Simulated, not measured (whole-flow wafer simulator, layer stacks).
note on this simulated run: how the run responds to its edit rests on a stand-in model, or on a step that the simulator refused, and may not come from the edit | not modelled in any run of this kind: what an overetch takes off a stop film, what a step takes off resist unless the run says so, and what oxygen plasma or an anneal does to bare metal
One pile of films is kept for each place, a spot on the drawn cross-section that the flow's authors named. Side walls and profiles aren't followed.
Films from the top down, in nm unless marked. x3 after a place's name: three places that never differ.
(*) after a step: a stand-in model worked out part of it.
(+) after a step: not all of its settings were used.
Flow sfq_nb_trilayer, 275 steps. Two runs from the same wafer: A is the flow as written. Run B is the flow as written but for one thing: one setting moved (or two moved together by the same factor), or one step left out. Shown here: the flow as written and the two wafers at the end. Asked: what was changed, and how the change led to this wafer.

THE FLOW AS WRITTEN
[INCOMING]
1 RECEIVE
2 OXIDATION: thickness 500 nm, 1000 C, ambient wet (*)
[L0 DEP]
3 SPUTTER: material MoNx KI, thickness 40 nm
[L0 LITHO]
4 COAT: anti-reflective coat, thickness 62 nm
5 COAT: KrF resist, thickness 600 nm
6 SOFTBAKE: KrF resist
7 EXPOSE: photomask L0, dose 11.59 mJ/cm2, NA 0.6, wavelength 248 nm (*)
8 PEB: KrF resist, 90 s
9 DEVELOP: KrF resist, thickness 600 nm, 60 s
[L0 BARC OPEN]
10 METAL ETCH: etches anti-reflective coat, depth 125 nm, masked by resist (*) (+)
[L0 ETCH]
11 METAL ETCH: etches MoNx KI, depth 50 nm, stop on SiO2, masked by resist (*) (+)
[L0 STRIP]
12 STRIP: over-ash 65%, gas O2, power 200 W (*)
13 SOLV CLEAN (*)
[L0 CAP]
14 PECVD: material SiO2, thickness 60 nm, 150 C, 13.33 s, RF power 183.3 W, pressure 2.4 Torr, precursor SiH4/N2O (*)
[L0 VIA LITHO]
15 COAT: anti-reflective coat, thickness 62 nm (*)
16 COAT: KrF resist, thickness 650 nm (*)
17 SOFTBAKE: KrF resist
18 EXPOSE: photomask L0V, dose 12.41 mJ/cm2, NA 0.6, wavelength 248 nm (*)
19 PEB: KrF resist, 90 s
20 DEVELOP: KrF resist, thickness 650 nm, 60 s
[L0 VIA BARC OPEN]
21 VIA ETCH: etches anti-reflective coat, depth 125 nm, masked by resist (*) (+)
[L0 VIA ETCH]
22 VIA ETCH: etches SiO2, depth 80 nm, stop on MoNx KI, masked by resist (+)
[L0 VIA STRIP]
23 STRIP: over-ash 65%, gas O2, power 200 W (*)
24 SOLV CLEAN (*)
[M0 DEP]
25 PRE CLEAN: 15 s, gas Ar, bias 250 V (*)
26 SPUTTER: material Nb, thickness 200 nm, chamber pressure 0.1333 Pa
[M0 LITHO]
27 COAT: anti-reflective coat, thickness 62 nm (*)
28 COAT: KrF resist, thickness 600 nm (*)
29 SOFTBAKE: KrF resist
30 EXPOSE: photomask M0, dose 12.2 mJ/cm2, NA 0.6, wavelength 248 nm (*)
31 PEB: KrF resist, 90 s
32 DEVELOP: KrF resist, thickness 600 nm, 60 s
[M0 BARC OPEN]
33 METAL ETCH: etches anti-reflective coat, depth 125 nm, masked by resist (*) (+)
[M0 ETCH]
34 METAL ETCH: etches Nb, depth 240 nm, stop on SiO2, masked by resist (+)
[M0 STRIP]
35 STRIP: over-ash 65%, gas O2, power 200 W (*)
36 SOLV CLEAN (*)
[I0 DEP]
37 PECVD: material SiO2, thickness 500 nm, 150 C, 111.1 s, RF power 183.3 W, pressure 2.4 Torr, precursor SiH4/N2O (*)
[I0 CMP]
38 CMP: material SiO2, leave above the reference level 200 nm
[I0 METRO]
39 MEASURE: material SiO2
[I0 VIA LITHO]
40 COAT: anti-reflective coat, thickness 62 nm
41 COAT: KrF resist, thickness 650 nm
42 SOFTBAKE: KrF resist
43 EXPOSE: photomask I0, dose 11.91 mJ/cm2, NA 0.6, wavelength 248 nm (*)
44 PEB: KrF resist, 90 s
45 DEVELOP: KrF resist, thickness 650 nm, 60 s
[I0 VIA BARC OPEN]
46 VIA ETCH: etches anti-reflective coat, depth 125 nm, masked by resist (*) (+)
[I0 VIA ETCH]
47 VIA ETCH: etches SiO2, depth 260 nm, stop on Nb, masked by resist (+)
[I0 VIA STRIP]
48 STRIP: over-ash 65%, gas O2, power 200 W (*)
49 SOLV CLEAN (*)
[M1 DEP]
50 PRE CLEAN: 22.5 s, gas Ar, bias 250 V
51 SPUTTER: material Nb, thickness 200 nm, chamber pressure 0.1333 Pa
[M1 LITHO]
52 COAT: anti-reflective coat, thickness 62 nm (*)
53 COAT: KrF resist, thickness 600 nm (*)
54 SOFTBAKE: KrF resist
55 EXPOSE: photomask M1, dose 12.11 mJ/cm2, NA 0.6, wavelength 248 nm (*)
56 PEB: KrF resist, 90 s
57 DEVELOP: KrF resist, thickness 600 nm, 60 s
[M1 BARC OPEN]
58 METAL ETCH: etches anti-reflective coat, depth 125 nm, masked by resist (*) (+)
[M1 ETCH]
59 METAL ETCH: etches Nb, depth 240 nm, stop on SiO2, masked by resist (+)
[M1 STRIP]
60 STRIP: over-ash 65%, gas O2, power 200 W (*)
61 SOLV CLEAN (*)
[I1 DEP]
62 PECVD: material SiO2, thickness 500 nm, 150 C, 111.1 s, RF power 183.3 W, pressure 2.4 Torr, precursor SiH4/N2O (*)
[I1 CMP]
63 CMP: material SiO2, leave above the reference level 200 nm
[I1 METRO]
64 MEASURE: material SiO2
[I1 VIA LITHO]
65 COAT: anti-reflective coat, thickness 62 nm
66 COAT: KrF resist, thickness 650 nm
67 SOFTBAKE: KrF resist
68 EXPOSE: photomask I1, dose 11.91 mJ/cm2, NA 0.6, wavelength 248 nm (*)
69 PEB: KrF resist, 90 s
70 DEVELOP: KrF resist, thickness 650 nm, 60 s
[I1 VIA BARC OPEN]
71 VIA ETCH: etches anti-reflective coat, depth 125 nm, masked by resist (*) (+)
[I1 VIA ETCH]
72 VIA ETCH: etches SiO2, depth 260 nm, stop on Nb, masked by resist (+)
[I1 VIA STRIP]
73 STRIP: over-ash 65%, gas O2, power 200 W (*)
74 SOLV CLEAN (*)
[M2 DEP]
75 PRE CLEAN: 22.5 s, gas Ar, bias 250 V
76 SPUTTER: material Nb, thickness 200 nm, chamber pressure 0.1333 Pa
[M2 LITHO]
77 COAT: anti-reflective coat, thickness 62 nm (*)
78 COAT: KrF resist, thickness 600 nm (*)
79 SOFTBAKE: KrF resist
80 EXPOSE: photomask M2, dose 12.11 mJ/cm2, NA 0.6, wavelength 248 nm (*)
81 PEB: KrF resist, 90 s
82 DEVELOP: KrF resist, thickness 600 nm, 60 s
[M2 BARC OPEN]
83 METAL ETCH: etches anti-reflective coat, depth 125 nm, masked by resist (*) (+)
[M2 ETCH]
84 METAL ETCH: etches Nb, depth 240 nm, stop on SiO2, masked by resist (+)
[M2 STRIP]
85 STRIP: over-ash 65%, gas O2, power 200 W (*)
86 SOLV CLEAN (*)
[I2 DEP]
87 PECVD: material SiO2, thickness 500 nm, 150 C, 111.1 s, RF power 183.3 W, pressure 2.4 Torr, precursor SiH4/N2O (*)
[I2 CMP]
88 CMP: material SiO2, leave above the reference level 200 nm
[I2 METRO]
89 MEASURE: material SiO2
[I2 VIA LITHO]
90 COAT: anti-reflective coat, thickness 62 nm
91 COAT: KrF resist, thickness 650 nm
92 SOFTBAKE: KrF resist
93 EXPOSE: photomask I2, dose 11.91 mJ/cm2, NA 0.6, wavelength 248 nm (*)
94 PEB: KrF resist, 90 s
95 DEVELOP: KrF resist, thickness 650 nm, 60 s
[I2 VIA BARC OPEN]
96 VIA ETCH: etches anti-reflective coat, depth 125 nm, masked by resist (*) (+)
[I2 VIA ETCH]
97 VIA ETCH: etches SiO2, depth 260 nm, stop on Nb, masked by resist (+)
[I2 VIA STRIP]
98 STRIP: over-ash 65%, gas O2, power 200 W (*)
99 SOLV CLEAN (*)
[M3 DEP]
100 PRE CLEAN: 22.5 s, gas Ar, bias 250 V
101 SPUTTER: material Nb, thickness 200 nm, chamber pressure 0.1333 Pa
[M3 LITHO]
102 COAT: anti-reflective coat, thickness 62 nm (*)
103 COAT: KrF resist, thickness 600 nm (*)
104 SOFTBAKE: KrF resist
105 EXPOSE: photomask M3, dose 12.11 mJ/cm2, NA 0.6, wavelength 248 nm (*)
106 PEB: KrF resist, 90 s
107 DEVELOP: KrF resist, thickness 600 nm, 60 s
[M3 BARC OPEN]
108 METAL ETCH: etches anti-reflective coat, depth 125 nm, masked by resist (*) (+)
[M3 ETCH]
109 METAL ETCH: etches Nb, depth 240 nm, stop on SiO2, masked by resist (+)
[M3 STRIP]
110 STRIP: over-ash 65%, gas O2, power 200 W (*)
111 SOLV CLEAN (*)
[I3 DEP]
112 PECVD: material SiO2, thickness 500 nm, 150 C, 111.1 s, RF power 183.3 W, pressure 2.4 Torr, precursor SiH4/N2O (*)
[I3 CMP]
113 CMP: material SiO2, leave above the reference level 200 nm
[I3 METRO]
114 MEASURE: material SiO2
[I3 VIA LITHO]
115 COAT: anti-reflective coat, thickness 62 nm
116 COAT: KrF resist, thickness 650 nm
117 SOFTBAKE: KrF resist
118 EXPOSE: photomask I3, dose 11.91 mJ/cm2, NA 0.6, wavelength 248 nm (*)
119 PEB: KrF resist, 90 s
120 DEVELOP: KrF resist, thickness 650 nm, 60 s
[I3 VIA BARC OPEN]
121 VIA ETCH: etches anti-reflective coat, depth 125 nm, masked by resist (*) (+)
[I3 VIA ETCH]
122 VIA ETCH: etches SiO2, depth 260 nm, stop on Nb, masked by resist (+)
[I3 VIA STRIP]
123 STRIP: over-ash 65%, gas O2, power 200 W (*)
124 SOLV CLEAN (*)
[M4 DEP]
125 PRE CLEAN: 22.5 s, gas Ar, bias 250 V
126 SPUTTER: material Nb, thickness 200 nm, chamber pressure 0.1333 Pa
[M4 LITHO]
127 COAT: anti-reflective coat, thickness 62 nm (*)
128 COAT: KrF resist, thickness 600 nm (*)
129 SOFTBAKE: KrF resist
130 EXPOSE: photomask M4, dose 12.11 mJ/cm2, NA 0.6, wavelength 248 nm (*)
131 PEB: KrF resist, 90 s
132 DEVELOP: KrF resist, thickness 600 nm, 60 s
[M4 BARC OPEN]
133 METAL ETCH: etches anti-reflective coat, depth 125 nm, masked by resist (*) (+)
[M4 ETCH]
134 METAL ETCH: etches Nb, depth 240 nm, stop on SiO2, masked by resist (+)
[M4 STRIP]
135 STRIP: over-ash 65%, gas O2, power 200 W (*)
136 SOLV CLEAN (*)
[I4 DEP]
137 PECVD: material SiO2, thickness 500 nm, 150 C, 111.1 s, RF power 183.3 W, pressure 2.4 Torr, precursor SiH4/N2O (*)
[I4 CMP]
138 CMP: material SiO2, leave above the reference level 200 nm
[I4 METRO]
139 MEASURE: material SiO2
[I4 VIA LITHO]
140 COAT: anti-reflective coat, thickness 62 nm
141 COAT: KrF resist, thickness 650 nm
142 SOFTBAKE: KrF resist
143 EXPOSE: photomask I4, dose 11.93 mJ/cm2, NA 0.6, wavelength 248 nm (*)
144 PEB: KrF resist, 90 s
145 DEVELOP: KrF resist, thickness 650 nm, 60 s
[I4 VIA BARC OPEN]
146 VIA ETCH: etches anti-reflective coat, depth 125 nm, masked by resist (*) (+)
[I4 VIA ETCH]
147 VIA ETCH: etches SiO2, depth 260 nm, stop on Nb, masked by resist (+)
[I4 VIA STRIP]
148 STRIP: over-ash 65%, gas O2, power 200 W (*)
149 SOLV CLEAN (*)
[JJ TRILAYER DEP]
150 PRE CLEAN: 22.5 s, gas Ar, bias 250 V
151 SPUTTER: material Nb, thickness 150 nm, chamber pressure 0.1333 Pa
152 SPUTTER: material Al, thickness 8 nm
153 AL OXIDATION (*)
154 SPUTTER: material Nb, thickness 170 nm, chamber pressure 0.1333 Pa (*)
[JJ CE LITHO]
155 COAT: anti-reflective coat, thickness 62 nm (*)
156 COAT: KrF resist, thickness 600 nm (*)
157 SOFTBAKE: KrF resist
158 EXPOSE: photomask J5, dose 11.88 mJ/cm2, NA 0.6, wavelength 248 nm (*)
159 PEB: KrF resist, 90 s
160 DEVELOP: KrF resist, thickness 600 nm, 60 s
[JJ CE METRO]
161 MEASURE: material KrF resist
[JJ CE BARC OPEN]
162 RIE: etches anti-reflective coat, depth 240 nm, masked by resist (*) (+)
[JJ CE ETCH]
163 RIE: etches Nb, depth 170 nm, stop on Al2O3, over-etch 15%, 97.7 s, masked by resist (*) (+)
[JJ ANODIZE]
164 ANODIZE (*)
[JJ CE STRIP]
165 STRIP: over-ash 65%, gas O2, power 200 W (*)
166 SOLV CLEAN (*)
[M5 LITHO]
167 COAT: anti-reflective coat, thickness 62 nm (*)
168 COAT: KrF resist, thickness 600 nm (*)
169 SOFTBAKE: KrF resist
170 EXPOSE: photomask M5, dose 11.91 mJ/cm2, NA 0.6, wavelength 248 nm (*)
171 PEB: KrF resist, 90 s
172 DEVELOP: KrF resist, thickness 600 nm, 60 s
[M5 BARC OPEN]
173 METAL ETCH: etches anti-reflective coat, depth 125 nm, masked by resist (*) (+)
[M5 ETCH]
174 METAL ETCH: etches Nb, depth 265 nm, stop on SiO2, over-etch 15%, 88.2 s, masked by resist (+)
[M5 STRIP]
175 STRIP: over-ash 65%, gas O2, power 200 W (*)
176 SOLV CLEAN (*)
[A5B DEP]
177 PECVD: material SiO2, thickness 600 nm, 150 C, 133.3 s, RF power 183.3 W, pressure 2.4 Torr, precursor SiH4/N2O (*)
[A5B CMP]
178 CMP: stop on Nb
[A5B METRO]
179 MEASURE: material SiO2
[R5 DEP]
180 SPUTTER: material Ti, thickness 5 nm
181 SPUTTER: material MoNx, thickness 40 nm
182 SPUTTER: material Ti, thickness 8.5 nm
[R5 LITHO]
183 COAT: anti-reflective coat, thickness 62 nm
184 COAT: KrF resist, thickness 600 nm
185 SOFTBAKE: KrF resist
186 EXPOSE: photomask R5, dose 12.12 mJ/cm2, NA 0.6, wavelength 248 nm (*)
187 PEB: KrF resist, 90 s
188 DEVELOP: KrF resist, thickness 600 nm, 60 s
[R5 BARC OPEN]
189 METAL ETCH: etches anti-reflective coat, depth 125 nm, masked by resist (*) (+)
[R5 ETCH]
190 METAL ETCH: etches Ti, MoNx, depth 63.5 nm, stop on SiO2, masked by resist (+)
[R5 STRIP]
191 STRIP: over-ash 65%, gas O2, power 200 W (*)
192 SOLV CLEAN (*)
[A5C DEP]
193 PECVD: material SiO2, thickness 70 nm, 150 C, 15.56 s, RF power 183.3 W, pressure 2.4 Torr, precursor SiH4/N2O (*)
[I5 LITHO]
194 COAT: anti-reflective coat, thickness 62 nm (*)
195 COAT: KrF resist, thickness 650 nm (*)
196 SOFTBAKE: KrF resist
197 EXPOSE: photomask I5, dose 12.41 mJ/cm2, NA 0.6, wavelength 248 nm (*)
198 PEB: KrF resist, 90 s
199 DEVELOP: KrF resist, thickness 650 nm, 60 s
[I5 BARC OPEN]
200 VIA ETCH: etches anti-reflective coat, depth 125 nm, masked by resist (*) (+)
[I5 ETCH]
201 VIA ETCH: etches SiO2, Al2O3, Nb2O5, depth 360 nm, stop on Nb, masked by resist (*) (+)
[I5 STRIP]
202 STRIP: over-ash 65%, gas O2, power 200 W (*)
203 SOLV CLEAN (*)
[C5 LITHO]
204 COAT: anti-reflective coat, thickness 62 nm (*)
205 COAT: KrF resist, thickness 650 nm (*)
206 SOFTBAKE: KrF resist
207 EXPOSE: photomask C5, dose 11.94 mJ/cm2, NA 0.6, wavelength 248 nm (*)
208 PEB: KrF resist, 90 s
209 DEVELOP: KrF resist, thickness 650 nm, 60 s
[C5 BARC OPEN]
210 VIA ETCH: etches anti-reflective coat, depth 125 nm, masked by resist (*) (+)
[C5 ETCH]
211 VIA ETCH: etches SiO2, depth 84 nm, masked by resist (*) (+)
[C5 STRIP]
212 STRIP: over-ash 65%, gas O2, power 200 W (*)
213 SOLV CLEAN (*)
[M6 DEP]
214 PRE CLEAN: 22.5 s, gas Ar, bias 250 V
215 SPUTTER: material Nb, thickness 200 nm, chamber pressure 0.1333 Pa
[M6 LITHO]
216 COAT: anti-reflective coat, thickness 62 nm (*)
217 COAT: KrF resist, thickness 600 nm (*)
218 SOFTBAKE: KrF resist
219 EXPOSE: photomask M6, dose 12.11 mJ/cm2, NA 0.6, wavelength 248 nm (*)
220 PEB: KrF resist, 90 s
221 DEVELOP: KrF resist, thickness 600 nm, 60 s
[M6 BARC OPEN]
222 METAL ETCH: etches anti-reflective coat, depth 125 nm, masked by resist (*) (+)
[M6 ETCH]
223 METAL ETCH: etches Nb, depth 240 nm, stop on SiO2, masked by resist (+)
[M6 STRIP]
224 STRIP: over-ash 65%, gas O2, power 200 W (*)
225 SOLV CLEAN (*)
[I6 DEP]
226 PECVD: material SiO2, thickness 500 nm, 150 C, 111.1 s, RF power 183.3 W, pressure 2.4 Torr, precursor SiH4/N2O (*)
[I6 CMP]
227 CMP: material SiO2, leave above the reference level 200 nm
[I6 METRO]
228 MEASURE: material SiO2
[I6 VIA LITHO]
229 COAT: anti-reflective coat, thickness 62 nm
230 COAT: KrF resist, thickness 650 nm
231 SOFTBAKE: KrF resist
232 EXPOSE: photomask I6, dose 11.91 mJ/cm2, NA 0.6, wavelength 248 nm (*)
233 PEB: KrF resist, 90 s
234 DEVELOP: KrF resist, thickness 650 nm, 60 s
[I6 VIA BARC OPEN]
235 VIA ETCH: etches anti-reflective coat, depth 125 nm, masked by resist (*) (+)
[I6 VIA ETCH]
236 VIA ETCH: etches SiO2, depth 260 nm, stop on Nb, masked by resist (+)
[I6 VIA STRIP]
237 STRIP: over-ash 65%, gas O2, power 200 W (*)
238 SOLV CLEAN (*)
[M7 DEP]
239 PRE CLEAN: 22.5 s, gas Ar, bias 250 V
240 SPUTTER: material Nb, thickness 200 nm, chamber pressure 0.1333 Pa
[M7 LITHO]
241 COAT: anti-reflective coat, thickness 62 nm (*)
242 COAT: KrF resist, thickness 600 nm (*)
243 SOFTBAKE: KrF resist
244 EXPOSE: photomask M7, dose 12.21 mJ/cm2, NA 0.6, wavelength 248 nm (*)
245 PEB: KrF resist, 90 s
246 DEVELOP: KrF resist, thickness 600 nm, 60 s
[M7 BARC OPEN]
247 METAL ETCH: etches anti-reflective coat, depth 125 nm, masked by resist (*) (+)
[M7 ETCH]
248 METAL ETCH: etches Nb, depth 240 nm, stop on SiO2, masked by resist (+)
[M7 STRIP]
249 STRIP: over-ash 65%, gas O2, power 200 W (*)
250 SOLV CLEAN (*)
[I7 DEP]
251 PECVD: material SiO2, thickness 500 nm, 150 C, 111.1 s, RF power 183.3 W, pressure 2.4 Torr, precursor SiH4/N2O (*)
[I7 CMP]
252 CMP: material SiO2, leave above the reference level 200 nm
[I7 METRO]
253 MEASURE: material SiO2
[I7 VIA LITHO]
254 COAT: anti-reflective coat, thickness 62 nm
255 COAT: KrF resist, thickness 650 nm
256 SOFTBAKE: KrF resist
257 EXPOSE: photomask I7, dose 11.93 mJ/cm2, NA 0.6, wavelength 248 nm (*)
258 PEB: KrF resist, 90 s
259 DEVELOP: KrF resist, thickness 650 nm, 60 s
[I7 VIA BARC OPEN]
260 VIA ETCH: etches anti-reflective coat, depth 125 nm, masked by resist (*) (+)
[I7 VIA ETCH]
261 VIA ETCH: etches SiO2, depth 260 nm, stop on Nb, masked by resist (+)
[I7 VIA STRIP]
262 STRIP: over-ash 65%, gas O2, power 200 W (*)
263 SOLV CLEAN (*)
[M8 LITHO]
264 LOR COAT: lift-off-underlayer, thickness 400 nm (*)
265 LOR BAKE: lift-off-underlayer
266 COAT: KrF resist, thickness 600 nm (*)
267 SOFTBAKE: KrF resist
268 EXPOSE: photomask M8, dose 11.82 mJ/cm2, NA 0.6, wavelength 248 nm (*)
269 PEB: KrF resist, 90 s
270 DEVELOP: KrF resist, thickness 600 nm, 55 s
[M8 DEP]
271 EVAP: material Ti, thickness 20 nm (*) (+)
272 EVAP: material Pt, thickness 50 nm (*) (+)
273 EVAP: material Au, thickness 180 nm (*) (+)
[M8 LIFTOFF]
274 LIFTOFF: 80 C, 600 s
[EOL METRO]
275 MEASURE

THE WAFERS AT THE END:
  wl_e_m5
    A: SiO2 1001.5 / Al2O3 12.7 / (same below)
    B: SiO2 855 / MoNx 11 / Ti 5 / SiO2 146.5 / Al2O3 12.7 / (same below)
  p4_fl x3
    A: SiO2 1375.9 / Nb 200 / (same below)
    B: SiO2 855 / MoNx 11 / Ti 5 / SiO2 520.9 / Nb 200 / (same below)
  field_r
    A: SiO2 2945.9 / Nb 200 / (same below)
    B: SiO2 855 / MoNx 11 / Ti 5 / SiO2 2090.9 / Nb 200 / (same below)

The cause: step 190, METAL ETCH: depth 37.5 nm was run, where the flow has depth 63.5 nm.

How the change led to this, step by step:
  190 METAL ETCH: etches Ti, MoNx, depth 63.5 nm, stop on SiO2, masked by resist (+)
      field_l, v_sur, via_wl and 92 more: A Ti -8.5 (all of it), MoNx -40 (all of it), Ti -5 (all of it) | B Ti -8.5 (all of it), MoNx -29
      ce_l, c5j, ce_r, wl_jj: A Ti -8.5 (all of it), MoNx -40 (all of it), Ti -5 (all of it), Nb -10 | B Ti -8.5 (all of it), MoNx -29
      (and at 7 more places)
  191 STRIP: over-ash 65%, gas O2, power 200 W (*)
      be_r, r_sur, res, r_end, r5r_line_l, r5r_line_c, r5r_line_r: A KrF resist -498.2 (all of it), anti-reflective coat -62 (all of it) | B KrF resist -508.6 (all of it), anti-reflective coat -62 (all of it)
  193 PECVD: material SiO2, thickness 70 nm, 150 C, 15.56 s, RF power 183.3 W, pressure 2.4 Torr, precursor SiH4/N2O (*)
      field_l, v_sur, via_wl and 92 more: A SiO2 +70 | B SiO2 +70 (new film)
  194 COAT: anti-reflective coat, thickness 62 nm (*)
      wl_j_sl, wl_j_sr: A anti-reflective coat +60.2 (new film) | B anti-reflective coat +62 (new film)
      r5r_spacepad_l, r5r_spacepad_r: A anti-reflective coat +84.4 (new film) | B anti-reflective coat +77.5 (new film)
      (and at 14 more places)
  201 VIA ETCH: etches SiO2, Al2O3, Nb2O5, depth 360 nm, stop on Nb, masked by resist (*) (+)
      be: A SiO2 -216.4 (all of it), Al2O3 -12.7 (all of it), Nb2O5 -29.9 (all of it) | B SiO2 -69.8 (all of it), MoNx -11 (all of it), Ti -5 (all of it), SiO2 -146.5 (all of it), Al2O3 -12.7 (all of it), Nb2O5 -29.9 (all of it)
  202 STRIP: over-ash 65%, gas O2, power 200 W (*)
      wl_j_sl, wl_j_sr: A KrF resist -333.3 (all of it), anti-reflective coat -60.2 (all of it) | B KrF resist -333.2 (all of it), anti-reflective coat -62 (all of it)
      r5r_spacepad_l, r5r_spacepad_r: A KrF resist -335.6 (all of it), anti-reflective coat -84.4 (all of it) | B KrF resist -334.9 (all of it), anti-reflective coat -77.5 (all of it)
      (and at 14 more places)
  204 COAT: anti-reflective coat, thickness 62 nm (*)
      wl_j_sl, wl_j_sr: A anti-reflective coat +60.2 (new film) | B anti-reflective coat +62 (new film)
      r5r_spacepad_l, r5r_spacepad_r: A anti-reflective coat +84.4 (new film) | B anti-reflective coat +77.5 (new film)
      (and at 14 more places)
  210 VIA ETCH: etches anti-reflective coat, depth 125 nm, masked by resist (*) (+)
      field_l, v_sur, via_wl and 101 more: A KrF resist -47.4 | B KrF resist -48.5
      c5j: A anti-reflective coat -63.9 (all of it), SiO2 -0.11 | B anti-reflective coat -61.3 (all of it), SiO2 -0.13
      (and at 1 more place)
  211 VIA ETCH: etches SiO2, depth 84 nm, masked by resist (*) (+)
      c5j: A SiO2 -69.9 (all of it), Nb -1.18 | B SiO2 -69.9 (all of it)
  212 STRIP: over-ash 65%, gas O2, power 200 W (*)
      wl_j_sl, wl_j_sr: A KrF resist -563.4 (all of it), anti-reflective coat -60.2 (all of it) | B KrF resist -562.1 (all of it), anti-reflective coat -62 (all of it)
      r5r_spacepad_l, r5r_spacepad_r: A KrF resist -565.8 (all of it), anti-reflective coat -84.4 (all of it) | B KrF resist -563.9 (all of it), anti-reflective coat -77.5 (all of it)
      (and at 12 more places)
  214 PRE CLEAN: 22.5 s, gas Ar, bias 250 V
      c5j: A Nb -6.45 | B MoNx -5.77
  215 SPUTTER: material Nb, thickness 200 nm, chamber pressure 0.1333 Pa
      c5j: A Nb +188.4 | B Nb +189.1 (new film)
      be: A Nb +147.3 | B Nb +143.8
  216 COAT: anti-reflective coat, thickness 62 nm (*)
      r5r_line_l, r5r_line_c, r5r_line_r: A anti-reflective coat +50 (new film) | B anti-reflective coat +52.8 (new film)
      wl_j_sl, wl_j_sr: A anti-reflective coat +60.2 (new film) | B anti-reflective coat +62 (new film)
      (and at 13 more places)
  222 METAL ETCH: etches anti-reflective coat, depth 125 nm, masked by resist (*) (+)
      r5r_line_l, r5r_line_c, r5r_line_r: A anti-reflective coat -50 (all of it) | B anti-reflective coat -52.8 (all of it)
      r5r_spacepad_l, r5r_spacepad_r: A anti-reflective coat -85.7 (all of it) | B anti-reflective coat -78.1 (all of it)
      (and at 2 more places)
  224 STRIP: over-ash 65%, gas O2, power 200 W (*)
      wl_j_sl, wl_j_sr: A KrF resist -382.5 (all of it), anti-reflective coat -60.2 (all of it) | B KrF resist -382.4 (all of it), anti-reflective coat -62 (all of it)
      be: A KrF resist -575.8 (all of it), anti-reflective coat -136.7 (all of it) | B KrF resist -589.4 (all of it), anti-reflective coat -139.5 (all of it)
      (and at 9 more places)
  226 PECVD: material SiO2, thickness 500 nm, 150 C, 111.1 s, RF power 183.3 W, pressure 2.4 Torr, precursor SiH4/N2O (*)
      r5r_spacepad_l, r5r_spacepad_r: A SiO2 +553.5 | B SiO2 +535
      be: A SiO2 +693.5 (new film) | B SiO2 +713.1 (new film)
  227 CMP: material SiO2, leave above the reference level 200 nm
      ce_l, ce_r, wl_jj: A SiO2 -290 | B SiO2 -300
      be_r, r_sur, r_end: A SiO2 -353.5 | B SiO2 -337.5
      (and at 7 more places)
Counting metal films that touch as one body, wl_e_m5 has 7 bodies (between them, from the top down: SiO2 146.5 / Al2O3 12.7 / Nb2O5 29.9; SiO2 192.5; SiO2 192.5; SiO2 192.5; SiO2 192.5; SiO2 192.5); the flow as written gives 6 bodies (between them, from the top down: SiO2 192.5; SiO2 192.5; SiO2 192.5; SiO2 192.5; SiO2 192.5).
Counting metal films that touch as one body, p4_fl x3 has 3 bodies (between them, from the top down: SiO2 520.9; SiO2 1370); the flow as written gives 2 bodies (between them, from the top down: SiO2 1370).
Counting metal films that touch as one body, field_r has 2 bodies (between them, from the top down: SiO2 2090.9); the flow as written gives 1 body.
